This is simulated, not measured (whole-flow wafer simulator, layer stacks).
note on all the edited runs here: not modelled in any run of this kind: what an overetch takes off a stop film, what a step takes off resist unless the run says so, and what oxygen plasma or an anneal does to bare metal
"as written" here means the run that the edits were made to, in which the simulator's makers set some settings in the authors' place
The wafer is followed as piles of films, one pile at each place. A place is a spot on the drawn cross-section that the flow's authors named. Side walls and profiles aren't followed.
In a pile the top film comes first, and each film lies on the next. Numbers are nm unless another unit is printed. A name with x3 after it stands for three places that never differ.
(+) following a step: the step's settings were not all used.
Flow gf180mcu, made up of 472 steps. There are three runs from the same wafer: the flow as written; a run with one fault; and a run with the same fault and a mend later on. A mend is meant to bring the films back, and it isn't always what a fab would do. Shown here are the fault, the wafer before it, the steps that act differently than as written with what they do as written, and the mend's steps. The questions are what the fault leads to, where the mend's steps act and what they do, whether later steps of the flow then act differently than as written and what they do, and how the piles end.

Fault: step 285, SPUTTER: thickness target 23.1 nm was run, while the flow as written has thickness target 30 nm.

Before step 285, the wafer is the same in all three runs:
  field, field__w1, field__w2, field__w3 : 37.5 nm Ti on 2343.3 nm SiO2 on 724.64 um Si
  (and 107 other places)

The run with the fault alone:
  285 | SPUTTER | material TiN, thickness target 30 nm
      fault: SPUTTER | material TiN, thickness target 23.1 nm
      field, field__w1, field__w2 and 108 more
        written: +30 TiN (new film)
        fault: +23.1 TiN (new film)
  Steps further on in the flow that do not act as written:
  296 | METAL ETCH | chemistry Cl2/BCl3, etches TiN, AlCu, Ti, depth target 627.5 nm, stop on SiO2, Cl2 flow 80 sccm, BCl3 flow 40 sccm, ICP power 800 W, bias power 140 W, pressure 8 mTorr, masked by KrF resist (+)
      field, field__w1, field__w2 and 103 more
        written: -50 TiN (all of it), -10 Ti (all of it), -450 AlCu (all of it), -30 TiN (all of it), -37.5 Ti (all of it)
        fault: -50 TiN (all of it), -10 Ti (all of it), -450 AlCu (all of it), -23.1 TiN (all of it), -37.5 Ti (all of it)
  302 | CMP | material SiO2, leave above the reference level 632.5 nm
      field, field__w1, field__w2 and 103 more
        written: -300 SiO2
        fault: -306.9 SiO2
  The piles end different from the flow's at field__w8, contact, m1, m1__w1, m1_nw by more than 2% or 0.5 nm, whichever is larger.
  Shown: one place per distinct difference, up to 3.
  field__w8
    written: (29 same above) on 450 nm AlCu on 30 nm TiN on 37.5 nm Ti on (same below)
    fault: (29 same above) on 450 nm AlCu on 23.1 nm TiN on 37.5 nm Ti on (same below)
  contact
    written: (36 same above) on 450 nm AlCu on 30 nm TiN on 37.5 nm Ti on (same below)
    fault: (36 same above) on 450 nm AlCu on 23.1 nm TiN on 37.5 nm Ti on (same below)

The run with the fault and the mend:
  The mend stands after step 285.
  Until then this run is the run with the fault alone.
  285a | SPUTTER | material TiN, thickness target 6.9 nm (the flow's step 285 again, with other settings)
      field, field__w1, field__w2 and 108 more
        +6.9 TiN
  Later steps of the flow that are run all act as written at every place that is followed.
  The piles end the same as the flow's at every place that both follow.
